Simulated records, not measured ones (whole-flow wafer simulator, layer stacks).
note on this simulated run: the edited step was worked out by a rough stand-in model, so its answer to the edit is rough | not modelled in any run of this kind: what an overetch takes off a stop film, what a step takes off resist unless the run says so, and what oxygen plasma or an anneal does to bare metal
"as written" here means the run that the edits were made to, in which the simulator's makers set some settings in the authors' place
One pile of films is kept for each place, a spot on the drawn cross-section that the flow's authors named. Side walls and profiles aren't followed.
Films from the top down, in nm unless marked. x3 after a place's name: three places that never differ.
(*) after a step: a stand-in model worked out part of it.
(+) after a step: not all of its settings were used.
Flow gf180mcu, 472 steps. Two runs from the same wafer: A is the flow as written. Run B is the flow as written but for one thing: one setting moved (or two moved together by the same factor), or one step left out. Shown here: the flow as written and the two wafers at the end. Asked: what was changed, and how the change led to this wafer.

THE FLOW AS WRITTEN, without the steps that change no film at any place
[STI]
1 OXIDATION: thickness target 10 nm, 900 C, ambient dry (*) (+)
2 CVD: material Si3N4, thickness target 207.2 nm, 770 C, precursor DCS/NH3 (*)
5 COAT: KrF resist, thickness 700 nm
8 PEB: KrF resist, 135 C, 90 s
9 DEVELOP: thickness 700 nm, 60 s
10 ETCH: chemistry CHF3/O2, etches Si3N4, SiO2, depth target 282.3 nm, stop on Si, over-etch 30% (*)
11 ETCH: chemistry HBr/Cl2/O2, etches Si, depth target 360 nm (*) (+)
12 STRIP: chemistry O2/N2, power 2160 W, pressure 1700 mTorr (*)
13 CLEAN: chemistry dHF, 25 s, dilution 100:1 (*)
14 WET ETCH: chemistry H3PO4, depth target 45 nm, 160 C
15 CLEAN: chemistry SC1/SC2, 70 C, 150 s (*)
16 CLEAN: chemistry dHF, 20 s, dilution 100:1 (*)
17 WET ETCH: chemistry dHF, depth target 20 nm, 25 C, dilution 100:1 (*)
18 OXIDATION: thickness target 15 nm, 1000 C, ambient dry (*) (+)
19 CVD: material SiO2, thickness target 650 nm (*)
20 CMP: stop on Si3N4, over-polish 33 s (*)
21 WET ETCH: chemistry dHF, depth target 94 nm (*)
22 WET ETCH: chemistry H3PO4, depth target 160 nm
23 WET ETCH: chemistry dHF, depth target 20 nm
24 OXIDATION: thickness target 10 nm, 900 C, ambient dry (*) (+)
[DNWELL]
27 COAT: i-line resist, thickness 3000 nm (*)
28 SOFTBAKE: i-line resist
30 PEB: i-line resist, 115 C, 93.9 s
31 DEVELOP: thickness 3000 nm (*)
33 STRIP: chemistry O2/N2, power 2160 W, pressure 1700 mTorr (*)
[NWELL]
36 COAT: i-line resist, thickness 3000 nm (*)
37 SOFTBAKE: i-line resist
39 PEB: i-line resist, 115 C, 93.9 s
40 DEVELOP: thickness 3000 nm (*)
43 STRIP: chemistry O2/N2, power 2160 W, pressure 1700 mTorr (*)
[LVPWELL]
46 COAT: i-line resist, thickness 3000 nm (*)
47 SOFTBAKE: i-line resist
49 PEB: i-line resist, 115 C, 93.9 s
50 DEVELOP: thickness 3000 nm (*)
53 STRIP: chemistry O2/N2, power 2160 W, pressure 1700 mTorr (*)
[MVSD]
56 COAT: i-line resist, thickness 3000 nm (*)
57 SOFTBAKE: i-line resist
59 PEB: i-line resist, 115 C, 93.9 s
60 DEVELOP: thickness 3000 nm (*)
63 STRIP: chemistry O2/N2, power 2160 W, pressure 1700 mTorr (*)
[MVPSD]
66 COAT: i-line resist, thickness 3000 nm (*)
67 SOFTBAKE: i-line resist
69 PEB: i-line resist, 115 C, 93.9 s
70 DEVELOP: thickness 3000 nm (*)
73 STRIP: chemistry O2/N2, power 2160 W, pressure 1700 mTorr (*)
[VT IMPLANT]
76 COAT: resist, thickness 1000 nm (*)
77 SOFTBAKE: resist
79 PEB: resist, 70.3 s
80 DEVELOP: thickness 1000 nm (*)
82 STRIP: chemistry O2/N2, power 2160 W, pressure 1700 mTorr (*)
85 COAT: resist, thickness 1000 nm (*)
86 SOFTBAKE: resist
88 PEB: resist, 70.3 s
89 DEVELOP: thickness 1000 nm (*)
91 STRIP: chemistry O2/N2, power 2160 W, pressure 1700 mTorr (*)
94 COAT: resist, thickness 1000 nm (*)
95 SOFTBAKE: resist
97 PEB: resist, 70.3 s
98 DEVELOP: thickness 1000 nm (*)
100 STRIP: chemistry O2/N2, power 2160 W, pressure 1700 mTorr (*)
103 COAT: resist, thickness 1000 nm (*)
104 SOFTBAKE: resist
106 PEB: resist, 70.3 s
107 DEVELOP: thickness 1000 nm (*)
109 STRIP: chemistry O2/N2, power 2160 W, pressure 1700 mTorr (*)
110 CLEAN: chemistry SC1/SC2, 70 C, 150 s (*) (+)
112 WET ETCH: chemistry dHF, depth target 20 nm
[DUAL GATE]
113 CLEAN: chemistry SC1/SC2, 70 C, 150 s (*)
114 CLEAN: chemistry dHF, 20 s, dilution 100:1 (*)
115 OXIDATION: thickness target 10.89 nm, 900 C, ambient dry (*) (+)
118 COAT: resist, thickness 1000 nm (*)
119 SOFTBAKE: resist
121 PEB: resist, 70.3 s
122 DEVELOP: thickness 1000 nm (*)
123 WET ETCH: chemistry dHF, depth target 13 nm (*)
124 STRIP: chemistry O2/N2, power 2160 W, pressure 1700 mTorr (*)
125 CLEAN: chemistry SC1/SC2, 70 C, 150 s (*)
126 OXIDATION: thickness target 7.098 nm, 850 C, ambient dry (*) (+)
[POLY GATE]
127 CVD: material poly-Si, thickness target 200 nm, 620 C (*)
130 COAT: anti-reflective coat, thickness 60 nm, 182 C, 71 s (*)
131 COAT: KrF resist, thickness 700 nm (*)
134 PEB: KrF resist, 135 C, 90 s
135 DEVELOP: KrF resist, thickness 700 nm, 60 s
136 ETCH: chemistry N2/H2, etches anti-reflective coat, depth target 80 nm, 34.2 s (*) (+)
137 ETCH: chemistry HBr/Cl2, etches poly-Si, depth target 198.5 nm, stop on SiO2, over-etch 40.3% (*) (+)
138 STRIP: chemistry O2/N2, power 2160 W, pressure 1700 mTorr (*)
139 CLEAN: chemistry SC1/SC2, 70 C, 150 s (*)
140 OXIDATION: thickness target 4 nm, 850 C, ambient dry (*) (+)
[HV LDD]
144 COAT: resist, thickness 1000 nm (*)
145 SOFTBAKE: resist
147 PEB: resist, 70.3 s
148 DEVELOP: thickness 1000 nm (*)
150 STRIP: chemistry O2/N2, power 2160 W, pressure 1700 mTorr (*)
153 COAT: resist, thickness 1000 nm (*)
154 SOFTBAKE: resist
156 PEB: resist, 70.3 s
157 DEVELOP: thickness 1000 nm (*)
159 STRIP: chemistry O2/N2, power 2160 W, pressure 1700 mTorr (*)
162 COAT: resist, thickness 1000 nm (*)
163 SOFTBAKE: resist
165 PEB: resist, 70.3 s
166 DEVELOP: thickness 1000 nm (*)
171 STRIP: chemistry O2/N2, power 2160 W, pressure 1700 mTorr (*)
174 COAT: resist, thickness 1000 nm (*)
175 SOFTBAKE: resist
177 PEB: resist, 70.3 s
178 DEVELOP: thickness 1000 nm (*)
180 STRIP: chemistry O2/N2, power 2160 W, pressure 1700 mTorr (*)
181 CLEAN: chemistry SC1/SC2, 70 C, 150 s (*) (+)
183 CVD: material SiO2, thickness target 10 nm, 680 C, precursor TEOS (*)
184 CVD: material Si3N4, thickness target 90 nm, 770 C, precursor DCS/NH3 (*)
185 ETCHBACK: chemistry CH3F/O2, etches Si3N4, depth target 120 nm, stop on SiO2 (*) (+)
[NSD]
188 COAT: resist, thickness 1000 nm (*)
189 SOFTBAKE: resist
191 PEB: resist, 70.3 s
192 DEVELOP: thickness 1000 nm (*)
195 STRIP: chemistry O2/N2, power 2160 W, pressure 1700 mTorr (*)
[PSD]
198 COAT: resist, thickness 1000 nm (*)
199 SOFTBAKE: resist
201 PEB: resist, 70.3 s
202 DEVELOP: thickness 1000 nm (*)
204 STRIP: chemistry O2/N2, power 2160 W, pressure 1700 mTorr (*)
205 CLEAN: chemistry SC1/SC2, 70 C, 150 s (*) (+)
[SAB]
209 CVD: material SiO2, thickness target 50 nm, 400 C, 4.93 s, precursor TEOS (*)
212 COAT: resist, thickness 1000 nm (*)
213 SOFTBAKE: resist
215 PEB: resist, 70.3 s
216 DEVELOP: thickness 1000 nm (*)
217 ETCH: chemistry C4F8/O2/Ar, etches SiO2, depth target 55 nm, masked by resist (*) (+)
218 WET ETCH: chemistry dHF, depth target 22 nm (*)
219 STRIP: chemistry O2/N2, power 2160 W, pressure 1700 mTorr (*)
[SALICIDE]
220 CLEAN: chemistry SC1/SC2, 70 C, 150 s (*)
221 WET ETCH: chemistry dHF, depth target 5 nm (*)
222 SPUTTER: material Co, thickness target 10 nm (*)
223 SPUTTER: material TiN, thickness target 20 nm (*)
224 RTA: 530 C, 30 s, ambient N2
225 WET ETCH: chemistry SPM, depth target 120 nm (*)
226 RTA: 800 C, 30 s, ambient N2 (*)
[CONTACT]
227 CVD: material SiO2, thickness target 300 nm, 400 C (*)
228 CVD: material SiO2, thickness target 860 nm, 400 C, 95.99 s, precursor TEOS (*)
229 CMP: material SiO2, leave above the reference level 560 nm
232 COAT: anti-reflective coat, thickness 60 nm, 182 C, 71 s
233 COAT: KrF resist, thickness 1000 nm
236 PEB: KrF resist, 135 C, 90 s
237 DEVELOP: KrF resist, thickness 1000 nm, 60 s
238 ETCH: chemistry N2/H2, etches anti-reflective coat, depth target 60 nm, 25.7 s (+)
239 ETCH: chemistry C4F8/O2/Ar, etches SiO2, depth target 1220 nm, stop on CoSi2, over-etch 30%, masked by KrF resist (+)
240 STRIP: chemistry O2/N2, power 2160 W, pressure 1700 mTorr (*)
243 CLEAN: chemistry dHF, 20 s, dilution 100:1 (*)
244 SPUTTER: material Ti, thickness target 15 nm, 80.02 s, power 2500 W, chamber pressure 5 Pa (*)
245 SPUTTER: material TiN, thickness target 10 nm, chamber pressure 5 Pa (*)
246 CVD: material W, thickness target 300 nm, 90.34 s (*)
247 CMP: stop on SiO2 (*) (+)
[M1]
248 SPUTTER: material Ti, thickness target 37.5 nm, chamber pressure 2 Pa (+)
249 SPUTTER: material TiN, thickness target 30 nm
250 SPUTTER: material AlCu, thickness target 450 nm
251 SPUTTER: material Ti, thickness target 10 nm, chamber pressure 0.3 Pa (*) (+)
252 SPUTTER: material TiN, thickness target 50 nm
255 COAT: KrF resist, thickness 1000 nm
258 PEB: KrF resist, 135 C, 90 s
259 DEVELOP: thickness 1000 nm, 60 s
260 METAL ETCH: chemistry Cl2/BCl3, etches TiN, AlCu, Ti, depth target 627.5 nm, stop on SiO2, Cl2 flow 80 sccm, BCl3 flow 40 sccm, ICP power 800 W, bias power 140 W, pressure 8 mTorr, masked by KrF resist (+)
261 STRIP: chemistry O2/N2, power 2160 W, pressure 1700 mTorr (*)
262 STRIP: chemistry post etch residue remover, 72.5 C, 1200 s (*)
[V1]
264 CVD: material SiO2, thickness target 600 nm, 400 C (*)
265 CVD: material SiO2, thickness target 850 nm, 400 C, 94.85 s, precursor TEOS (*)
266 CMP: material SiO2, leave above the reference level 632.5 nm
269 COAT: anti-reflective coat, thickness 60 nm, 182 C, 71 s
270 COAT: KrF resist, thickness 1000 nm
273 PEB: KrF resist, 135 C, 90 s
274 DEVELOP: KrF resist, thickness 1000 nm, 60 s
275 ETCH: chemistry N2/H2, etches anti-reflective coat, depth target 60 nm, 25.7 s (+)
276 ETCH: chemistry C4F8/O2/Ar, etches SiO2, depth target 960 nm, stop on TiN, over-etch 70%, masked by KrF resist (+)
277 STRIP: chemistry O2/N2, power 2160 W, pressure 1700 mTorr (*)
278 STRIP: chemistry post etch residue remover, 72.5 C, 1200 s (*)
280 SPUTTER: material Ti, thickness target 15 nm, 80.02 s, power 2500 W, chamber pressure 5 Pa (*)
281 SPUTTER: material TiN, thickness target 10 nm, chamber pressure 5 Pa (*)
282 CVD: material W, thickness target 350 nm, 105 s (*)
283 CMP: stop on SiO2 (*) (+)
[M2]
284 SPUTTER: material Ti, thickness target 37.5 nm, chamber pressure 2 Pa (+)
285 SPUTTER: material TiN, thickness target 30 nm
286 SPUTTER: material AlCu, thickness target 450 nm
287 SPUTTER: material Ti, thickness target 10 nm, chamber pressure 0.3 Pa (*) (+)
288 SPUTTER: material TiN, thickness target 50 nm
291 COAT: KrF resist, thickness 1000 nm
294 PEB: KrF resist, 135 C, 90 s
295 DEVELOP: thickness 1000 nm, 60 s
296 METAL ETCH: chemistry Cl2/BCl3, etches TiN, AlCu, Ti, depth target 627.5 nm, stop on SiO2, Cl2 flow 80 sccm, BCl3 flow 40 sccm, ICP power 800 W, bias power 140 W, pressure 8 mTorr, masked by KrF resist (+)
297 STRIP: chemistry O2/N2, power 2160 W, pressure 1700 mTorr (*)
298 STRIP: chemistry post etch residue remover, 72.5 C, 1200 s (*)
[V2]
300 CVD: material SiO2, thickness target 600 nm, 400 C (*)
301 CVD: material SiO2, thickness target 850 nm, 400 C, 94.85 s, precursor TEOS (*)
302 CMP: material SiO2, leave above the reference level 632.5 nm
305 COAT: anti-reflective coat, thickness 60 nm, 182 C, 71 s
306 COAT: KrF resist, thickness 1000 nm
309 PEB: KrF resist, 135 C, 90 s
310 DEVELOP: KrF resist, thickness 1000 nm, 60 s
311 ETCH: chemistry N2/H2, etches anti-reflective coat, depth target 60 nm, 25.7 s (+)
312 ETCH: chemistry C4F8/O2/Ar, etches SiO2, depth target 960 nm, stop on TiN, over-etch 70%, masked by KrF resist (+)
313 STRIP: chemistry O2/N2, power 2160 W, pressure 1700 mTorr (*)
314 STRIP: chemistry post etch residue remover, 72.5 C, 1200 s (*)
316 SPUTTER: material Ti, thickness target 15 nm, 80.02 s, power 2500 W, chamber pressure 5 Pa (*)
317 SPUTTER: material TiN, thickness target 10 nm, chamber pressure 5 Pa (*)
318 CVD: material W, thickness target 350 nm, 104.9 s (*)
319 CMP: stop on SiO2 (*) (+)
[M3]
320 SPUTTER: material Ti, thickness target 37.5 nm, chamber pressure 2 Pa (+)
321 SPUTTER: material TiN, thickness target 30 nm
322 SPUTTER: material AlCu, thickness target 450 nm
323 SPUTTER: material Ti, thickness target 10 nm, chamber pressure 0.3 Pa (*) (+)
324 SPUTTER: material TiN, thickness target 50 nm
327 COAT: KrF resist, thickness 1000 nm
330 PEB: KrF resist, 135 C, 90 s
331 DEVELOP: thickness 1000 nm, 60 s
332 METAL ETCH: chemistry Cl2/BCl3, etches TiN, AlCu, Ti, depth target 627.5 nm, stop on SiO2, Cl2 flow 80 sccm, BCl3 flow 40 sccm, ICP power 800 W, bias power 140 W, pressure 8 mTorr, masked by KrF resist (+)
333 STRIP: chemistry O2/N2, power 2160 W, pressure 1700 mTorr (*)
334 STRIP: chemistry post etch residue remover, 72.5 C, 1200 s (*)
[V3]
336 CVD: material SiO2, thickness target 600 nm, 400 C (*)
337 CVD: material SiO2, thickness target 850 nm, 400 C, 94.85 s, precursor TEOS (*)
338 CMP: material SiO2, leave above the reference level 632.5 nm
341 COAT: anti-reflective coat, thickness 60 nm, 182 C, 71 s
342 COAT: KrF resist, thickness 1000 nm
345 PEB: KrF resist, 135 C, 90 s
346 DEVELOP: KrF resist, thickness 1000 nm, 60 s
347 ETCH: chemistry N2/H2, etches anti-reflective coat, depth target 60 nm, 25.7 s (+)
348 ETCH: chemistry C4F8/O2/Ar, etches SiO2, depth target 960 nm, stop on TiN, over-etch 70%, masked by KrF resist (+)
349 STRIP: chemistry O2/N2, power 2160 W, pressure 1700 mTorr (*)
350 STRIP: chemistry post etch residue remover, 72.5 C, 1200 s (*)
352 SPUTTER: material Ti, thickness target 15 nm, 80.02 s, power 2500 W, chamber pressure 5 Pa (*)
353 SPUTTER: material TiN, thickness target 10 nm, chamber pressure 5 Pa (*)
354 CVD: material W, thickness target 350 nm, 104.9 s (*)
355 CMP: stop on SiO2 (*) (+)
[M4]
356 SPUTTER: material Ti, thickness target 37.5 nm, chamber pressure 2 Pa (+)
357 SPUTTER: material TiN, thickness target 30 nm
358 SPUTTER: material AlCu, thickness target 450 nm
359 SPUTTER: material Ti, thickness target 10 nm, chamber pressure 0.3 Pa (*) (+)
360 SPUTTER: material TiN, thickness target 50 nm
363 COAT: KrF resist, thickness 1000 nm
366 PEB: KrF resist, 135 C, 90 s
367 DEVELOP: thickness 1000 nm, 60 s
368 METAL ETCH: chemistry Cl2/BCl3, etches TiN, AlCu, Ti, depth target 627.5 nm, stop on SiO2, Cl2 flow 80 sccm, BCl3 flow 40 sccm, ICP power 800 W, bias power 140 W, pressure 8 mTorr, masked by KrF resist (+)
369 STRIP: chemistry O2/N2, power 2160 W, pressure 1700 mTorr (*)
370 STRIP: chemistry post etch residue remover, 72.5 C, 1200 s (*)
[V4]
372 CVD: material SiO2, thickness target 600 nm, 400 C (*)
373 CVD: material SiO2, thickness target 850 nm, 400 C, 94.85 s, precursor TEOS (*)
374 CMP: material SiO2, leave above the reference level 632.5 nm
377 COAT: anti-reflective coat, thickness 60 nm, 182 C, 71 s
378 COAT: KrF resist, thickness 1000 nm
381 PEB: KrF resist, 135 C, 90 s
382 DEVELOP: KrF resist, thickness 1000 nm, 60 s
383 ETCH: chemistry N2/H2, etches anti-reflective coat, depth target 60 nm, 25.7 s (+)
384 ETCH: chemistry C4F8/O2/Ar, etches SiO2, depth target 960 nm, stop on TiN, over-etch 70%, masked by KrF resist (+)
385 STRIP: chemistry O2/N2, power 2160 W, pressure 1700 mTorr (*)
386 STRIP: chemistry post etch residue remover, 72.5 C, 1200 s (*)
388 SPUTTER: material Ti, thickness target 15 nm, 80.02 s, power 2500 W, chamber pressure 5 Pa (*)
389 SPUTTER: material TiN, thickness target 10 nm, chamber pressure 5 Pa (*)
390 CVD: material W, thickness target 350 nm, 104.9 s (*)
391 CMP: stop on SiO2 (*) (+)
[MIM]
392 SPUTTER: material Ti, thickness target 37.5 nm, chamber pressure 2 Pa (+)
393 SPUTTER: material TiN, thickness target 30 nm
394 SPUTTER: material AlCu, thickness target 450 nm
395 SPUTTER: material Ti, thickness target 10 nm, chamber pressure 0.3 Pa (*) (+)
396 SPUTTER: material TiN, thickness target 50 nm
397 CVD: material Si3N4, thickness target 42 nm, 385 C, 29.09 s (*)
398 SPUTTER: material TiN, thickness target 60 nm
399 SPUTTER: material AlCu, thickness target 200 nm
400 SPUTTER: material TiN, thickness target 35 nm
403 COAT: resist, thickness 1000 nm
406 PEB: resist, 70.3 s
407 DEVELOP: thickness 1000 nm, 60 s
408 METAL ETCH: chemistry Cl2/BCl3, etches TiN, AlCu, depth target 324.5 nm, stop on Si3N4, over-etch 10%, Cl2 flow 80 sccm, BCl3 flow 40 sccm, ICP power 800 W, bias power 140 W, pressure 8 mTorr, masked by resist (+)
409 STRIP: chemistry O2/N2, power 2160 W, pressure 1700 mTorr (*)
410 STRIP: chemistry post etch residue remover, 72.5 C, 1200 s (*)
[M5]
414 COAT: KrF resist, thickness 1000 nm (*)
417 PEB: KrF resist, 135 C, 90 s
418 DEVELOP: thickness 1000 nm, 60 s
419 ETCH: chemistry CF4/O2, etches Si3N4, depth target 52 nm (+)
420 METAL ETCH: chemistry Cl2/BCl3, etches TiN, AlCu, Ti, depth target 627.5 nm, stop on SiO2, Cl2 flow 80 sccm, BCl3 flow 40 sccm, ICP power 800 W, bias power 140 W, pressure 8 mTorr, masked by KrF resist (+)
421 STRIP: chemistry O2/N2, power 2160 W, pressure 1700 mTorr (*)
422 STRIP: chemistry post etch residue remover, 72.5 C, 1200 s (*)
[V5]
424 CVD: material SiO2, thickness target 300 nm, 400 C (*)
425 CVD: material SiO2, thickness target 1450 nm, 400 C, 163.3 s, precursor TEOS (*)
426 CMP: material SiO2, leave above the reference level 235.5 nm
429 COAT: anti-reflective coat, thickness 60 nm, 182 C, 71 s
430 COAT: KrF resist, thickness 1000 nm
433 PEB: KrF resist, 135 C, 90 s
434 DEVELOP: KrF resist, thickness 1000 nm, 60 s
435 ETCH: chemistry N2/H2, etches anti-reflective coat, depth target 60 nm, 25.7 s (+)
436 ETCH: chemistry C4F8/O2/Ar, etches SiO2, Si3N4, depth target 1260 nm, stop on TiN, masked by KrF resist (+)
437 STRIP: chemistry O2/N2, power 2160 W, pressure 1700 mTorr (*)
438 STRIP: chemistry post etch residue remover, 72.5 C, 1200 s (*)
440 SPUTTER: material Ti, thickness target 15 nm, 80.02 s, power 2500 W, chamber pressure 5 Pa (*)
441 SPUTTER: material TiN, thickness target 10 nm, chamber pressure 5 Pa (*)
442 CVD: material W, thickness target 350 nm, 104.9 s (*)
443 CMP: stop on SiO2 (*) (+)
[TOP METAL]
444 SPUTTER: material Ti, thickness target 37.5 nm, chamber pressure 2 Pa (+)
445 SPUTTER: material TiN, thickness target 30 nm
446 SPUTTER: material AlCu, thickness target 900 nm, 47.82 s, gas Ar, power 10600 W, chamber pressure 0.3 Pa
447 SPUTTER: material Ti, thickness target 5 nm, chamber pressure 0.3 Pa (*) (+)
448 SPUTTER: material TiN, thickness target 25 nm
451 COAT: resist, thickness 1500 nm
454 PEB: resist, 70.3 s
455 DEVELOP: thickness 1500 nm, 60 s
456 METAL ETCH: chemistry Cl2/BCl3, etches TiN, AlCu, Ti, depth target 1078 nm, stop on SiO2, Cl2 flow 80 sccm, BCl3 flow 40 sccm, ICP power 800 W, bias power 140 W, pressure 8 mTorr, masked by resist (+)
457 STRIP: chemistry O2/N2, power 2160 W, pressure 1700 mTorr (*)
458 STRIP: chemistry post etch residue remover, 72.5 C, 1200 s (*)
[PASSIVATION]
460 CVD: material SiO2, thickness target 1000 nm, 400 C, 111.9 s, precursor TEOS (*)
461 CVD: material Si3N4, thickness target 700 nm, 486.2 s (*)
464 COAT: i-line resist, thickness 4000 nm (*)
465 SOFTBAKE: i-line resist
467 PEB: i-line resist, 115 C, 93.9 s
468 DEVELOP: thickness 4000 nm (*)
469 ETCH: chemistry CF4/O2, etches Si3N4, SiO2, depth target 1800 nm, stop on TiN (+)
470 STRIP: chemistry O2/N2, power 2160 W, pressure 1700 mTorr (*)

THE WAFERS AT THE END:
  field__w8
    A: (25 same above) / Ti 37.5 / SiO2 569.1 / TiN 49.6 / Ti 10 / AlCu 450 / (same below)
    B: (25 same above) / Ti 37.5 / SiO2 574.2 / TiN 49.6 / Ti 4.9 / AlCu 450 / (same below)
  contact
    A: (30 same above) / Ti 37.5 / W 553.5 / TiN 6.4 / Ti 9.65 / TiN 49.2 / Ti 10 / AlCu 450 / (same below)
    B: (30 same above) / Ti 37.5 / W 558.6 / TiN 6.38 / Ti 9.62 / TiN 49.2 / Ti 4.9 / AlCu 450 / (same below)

The cause: step 287, SPUTTER: thickness target 4.9 nm was run, where the flow has thickness target 10 nm.
It can be read off the wafer: field__w8 has Ti 4.9, and step 287 as written asks for 10 nm.

How the change led to this, step by step:
  287 SPUTTER: material Ti, thickness target 10 nm, chamber pressure 0.3 Pa (*) (+)
      field, field__w1, field__w2 and 108 more: A Ti +10 (new film) | B Ti +4.9 (new film)
  296 METAL ETCH: chemistry Cl2/BCl3, etches TiN, AlCu, Ti, depth target 627.5 nm, stop on SiO2, Cl2 flow 80 sccm, BCl3 flow 40 sccm, ICP power 800 W, bias power 140 W, pressure 8 mTorr, masked by KrF resist (+)
      field, field__w1, field__w2 and 103 more: A TiN -50 (all of it), Ti -10 (all of it), AlCu -450 (all of it), TiN -30 (all of it), Ti -37.5 (all of it) | B TiN -50 (all of it), Ti -4.9 (all of it), AlCu -450 (all of it), TiN -30 (all of it), Ti -37.5 (all of it)
